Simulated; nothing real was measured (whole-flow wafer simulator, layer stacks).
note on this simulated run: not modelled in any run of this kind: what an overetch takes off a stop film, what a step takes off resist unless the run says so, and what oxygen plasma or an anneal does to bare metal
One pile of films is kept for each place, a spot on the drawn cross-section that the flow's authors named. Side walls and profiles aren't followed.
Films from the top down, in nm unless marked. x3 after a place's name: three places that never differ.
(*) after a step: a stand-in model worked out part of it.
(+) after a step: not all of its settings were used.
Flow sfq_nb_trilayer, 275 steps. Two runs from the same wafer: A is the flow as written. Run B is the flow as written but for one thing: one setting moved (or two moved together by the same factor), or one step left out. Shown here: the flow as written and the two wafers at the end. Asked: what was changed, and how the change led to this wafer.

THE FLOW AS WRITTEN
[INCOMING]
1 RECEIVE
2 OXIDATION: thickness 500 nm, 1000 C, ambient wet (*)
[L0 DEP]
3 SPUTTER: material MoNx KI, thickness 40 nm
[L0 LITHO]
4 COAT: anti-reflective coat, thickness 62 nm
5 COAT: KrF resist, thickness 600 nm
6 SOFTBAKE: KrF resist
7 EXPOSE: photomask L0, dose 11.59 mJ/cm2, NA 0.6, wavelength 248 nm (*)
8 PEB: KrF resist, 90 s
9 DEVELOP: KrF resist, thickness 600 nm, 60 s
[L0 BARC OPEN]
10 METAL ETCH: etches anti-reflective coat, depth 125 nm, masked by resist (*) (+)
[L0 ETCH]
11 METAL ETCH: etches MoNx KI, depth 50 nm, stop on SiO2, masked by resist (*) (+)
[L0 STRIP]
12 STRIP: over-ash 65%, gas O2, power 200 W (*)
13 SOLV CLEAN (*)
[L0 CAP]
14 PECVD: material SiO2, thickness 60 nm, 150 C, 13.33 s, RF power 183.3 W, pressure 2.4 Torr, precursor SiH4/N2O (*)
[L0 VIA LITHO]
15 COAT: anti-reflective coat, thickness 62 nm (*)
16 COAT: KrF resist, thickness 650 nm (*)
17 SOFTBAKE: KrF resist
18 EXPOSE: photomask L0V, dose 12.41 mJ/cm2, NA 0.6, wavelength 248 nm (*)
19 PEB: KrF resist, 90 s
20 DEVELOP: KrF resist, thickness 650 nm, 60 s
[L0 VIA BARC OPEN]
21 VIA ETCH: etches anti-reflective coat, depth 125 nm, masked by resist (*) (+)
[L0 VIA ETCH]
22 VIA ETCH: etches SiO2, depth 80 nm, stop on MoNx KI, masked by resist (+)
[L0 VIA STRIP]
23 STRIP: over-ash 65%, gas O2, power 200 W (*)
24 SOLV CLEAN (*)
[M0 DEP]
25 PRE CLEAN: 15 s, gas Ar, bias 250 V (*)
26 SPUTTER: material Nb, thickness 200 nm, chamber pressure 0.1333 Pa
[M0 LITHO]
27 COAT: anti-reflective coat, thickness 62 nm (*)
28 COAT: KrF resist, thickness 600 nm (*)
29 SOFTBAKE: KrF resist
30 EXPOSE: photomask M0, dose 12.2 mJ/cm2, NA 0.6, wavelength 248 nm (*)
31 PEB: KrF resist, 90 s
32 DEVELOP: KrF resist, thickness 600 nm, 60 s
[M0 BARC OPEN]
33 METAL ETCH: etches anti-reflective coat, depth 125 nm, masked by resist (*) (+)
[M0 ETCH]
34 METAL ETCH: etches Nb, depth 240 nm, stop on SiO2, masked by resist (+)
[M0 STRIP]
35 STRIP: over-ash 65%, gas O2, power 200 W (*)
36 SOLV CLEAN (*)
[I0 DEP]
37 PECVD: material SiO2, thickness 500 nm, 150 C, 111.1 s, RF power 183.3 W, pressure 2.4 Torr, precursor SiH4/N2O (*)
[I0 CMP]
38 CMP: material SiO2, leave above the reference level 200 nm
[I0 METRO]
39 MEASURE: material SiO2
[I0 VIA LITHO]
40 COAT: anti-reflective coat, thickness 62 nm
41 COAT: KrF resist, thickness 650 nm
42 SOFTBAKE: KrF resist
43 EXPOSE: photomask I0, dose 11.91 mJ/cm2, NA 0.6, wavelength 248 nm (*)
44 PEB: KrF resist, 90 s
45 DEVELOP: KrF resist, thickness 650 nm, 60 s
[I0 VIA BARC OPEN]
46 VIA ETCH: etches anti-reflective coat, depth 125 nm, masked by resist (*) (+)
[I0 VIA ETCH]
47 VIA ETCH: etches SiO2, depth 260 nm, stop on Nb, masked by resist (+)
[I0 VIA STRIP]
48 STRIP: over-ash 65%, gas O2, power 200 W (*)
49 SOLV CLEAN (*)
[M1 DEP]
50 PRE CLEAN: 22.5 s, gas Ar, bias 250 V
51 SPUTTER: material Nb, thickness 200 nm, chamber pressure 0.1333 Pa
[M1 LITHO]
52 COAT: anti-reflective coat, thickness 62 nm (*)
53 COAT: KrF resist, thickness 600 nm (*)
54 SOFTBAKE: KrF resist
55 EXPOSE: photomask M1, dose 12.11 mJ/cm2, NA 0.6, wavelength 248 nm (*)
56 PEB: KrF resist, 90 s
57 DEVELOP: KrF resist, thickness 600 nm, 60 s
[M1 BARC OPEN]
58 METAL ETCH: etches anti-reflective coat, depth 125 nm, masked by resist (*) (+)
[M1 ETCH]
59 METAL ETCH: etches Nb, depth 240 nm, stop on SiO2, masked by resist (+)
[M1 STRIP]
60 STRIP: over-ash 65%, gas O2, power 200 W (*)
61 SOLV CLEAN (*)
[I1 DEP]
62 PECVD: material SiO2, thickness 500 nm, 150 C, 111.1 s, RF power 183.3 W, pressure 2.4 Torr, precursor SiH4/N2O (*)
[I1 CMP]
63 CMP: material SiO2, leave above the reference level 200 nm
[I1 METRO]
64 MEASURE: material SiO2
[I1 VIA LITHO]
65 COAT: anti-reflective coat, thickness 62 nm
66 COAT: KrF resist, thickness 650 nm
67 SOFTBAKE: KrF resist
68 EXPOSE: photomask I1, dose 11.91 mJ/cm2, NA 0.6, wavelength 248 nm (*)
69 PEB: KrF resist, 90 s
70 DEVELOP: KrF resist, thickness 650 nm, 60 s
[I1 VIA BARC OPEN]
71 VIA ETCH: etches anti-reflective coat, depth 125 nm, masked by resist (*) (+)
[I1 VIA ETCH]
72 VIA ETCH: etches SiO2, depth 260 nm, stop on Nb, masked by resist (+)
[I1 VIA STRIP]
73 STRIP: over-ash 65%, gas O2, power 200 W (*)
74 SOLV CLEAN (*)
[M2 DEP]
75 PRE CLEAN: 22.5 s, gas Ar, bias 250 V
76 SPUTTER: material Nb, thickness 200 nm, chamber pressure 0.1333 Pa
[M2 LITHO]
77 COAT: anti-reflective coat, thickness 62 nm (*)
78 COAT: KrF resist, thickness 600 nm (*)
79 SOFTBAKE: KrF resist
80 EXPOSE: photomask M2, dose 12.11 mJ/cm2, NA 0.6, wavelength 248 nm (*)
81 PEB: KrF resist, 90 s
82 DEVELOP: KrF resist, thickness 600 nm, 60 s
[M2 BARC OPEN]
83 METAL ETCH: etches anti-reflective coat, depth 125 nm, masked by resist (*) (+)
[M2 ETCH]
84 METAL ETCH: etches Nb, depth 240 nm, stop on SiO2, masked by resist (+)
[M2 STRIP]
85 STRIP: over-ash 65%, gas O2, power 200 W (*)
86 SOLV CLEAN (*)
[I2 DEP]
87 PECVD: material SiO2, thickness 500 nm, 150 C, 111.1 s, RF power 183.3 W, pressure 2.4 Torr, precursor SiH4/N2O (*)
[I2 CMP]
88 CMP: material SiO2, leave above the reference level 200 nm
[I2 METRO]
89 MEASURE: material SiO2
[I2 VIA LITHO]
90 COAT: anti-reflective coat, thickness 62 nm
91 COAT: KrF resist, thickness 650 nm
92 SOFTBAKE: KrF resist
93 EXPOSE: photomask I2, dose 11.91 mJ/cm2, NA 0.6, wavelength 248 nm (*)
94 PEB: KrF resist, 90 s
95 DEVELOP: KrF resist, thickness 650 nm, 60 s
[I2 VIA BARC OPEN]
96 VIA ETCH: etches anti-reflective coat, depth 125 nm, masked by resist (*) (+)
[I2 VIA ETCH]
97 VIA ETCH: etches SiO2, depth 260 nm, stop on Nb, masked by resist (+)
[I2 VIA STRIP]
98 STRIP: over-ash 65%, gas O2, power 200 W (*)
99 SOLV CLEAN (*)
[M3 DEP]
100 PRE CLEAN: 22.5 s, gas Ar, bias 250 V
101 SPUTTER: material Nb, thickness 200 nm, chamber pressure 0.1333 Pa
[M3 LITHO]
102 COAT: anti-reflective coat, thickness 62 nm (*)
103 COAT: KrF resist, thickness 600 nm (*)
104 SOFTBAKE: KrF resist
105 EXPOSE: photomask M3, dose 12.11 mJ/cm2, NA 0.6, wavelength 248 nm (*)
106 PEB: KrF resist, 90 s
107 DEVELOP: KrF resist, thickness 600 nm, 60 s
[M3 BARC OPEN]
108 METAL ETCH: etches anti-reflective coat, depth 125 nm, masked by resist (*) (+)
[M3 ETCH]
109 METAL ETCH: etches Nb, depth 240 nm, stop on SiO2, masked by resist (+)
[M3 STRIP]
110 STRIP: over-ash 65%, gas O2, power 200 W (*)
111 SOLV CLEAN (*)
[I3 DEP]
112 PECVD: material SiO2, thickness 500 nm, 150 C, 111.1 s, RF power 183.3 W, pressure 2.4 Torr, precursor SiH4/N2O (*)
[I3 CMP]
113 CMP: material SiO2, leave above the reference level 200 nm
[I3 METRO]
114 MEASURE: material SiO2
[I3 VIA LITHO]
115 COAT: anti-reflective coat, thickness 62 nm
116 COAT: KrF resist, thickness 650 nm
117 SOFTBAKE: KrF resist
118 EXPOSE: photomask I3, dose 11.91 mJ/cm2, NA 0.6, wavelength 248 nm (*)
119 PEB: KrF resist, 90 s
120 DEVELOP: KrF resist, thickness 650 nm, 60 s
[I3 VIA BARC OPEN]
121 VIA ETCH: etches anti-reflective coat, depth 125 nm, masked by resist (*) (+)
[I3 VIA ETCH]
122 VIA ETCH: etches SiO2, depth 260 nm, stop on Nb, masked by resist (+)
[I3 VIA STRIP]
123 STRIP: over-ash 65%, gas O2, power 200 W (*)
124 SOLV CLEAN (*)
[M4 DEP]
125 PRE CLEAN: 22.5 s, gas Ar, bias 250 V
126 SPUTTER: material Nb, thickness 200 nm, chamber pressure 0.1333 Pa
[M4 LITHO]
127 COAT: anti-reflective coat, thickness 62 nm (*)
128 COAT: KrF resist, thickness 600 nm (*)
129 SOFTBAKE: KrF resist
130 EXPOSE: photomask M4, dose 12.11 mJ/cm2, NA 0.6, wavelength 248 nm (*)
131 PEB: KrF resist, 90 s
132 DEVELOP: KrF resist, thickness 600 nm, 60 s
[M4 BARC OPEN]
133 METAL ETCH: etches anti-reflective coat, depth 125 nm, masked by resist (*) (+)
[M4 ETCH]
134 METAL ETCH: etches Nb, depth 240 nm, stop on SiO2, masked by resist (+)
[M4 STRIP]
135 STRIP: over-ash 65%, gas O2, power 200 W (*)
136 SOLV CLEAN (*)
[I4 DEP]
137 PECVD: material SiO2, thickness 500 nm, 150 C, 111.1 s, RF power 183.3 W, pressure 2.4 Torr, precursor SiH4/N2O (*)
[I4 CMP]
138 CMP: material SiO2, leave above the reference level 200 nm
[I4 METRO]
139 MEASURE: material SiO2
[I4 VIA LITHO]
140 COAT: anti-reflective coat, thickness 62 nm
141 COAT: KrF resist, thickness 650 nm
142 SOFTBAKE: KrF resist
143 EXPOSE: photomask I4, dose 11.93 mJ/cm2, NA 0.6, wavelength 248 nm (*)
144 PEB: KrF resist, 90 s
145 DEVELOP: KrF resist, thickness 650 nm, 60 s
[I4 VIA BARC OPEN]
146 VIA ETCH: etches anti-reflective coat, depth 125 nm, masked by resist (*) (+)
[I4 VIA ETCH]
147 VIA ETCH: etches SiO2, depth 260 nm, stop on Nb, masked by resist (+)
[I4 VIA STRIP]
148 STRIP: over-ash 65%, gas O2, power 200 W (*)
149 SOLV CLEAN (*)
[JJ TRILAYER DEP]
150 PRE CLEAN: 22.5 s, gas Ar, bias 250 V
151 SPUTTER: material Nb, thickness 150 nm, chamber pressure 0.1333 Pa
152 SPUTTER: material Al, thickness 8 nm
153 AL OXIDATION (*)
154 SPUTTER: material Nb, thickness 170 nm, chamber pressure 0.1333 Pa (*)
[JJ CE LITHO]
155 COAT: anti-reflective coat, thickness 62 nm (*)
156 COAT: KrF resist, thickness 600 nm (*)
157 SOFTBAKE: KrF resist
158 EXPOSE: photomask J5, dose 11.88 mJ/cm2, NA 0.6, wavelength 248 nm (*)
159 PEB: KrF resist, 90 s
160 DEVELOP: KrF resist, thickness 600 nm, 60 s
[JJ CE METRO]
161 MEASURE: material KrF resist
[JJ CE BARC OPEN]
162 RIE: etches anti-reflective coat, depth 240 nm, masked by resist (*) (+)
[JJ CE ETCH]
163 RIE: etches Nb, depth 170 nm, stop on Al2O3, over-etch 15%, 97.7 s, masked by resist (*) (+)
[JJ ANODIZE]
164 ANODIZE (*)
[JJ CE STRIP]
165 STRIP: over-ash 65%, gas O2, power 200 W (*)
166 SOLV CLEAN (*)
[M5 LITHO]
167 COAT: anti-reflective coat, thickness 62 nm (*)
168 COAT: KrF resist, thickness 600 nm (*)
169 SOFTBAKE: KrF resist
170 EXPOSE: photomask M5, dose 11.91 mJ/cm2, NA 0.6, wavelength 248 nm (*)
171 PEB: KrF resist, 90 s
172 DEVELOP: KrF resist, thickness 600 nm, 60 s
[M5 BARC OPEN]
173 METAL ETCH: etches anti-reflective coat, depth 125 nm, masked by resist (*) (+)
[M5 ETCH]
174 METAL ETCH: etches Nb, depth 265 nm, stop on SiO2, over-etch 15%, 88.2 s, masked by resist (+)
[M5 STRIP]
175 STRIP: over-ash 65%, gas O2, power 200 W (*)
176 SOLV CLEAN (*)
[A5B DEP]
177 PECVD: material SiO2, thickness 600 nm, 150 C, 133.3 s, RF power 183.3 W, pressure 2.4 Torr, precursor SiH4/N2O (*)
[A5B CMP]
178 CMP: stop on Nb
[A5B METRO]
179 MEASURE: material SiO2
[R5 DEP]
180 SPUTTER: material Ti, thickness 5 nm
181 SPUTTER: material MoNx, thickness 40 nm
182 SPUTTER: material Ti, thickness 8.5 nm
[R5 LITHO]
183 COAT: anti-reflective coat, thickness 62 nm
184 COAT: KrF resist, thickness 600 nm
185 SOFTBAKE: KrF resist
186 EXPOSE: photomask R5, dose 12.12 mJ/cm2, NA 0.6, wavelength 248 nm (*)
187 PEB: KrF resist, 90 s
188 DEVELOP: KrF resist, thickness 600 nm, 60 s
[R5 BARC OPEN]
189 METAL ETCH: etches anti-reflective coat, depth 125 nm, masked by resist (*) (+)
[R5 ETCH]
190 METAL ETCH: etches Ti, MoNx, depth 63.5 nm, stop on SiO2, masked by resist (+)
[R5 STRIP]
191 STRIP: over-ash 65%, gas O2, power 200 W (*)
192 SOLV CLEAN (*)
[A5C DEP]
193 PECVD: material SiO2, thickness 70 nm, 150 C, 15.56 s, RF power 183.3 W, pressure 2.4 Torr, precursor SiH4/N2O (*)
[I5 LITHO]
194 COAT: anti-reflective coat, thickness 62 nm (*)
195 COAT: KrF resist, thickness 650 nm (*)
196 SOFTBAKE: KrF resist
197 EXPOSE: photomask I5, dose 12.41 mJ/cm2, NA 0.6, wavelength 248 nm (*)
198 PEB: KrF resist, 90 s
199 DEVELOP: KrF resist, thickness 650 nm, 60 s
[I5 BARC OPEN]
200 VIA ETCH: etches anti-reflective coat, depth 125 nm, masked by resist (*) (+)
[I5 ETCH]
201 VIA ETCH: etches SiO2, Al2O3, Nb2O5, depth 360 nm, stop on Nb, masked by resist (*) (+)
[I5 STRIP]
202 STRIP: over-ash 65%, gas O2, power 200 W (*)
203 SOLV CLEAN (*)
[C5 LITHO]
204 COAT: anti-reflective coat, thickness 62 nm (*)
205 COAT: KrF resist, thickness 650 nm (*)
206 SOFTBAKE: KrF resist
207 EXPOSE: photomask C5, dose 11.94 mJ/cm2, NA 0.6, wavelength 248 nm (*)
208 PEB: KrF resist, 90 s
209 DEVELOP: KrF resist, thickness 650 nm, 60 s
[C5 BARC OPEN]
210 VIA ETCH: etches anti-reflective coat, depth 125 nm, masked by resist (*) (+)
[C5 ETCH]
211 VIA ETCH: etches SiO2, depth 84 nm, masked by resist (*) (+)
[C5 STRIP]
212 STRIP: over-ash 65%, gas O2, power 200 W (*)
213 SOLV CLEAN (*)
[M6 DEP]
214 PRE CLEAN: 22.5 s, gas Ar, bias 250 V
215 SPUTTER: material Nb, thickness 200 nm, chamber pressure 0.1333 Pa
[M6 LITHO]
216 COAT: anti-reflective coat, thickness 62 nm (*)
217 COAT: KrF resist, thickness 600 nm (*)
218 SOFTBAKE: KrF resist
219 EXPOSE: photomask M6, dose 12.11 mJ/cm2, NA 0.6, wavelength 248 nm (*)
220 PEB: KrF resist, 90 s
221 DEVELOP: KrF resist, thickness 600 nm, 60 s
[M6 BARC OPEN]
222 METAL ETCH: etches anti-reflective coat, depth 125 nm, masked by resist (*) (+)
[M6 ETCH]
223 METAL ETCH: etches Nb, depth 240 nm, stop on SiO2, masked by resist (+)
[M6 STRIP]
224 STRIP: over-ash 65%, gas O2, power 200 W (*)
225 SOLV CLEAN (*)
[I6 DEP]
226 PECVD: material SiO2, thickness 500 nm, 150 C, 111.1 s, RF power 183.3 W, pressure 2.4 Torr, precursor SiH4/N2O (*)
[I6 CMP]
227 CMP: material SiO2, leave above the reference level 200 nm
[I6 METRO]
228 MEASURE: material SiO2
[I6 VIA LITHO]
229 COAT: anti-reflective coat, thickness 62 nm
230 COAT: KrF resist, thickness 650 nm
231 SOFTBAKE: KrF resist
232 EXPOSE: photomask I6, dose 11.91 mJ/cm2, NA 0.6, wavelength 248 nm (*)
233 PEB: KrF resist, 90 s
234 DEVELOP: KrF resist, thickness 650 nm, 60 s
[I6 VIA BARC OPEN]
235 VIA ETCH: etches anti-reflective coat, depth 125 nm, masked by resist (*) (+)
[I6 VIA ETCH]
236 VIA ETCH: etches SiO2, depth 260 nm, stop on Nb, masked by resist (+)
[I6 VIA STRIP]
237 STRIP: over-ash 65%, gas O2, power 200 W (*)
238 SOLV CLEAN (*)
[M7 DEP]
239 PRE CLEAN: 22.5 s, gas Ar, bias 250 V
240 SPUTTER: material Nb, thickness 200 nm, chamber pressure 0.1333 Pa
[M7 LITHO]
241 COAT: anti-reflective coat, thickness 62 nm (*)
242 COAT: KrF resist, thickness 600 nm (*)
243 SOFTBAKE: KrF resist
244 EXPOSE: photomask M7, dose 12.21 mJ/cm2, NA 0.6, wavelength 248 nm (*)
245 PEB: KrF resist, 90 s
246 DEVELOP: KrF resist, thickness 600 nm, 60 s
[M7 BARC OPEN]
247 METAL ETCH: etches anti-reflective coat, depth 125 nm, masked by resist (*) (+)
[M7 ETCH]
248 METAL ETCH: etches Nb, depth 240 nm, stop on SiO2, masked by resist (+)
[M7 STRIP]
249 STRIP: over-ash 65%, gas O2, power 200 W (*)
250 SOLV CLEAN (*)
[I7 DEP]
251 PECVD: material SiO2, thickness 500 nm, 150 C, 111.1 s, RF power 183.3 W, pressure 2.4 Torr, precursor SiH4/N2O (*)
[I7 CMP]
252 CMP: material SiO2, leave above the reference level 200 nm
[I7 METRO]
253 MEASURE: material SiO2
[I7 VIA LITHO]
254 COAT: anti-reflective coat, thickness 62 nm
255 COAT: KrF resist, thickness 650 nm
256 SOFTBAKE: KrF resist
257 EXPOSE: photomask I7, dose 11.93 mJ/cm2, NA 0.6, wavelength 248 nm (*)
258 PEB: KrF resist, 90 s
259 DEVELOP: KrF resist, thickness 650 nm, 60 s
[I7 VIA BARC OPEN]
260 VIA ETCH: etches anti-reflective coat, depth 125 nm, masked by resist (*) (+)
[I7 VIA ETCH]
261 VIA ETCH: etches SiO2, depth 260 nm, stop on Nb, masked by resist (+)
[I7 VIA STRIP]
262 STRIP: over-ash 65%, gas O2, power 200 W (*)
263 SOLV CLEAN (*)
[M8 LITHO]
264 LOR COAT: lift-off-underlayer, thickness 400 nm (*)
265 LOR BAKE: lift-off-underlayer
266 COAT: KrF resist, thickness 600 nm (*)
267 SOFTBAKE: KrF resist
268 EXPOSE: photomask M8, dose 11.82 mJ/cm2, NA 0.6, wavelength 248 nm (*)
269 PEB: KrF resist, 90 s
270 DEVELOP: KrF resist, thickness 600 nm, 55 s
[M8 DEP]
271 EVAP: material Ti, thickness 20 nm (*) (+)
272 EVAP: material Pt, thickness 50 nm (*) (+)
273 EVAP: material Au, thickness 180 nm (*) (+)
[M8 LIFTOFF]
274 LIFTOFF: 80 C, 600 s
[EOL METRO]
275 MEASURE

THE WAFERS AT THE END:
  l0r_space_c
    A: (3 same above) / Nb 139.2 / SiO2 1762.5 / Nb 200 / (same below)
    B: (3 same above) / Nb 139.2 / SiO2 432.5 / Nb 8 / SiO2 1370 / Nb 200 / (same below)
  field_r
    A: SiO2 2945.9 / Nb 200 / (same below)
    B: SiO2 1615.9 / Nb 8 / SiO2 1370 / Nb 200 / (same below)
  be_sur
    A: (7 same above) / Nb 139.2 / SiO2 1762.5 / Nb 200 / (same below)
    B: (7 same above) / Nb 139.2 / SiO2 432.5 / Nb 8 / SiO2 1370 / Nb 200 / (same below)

The cause: step 126, SPUTTER: thickness 248 nm was run, where the flow has thickness 200 nm.

How the change led to this, step by step:
  126 SPUTTER: material Nb, thickness 200 nm, chamber pressure 0.1333 Pa
      field_l, v_sur, via_wl and 102 more: A Nb +200 (new film) | B Nb +248 (new film)
      via_v: A Nb +165.5 | B Nb +205.8
  134 METAL ETCH: etches Nb, depth 240 nm, stop on SiO2, masked by resist (+)
      field_l, be, be_sur and 64 more: A Nb -200 (all of it) | B Nb -240
  137 PECVD: material SiO2, thickness 500 nm, 150 C, 111.1 s, RF power 183.3 W, pressure 2.4 Torr, precursor SiH4/N2O (*)
      field_l, be, be_sur and 55 more: A SiO2 +500 | B SiO2 +500 (new film)
      p3_s0 x6: A SiO2 +557.1 | B SiO2 +597.1 (new film)
      (and at 4 more places)
  138 CMP: material SiO2, leave above the reference level 200 nm
      field_l, be, be_sur and 55 more: A SiO2 -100 | B SiO2 -60
      lsp_r, l0_sur, l0v: A SiO2 -91.9 | B SiO2 -50.3
      (and at 1 more place)
Counting metal films that touch as one body, l0r_space_c has 3 bodies (between them, from the top down: SiO2 432.5; SiO2 1370); the flow as written gives 2 bodies (between them, from the top down: SiO2 1762.5).
Counting metal films that touch as one body, field_r has 2 bodies (between them, from the top down: SiO2 1370); the flow as written gives 1 body.
Counting metal films that touch as one body, be_sur has 5 bodies (between them, from the top down: SiO2 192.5; SiO2 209 / Al2O3 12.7 / Nb2O5 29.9; SiO2 432.5; SiO2 1370); the flow as written gives 4 bodies (between them, from the top down: SiO2 192.5; SiO2 209 / Al2O3 12.7 / Nb2O5 29.9; SiO2 1762.5).
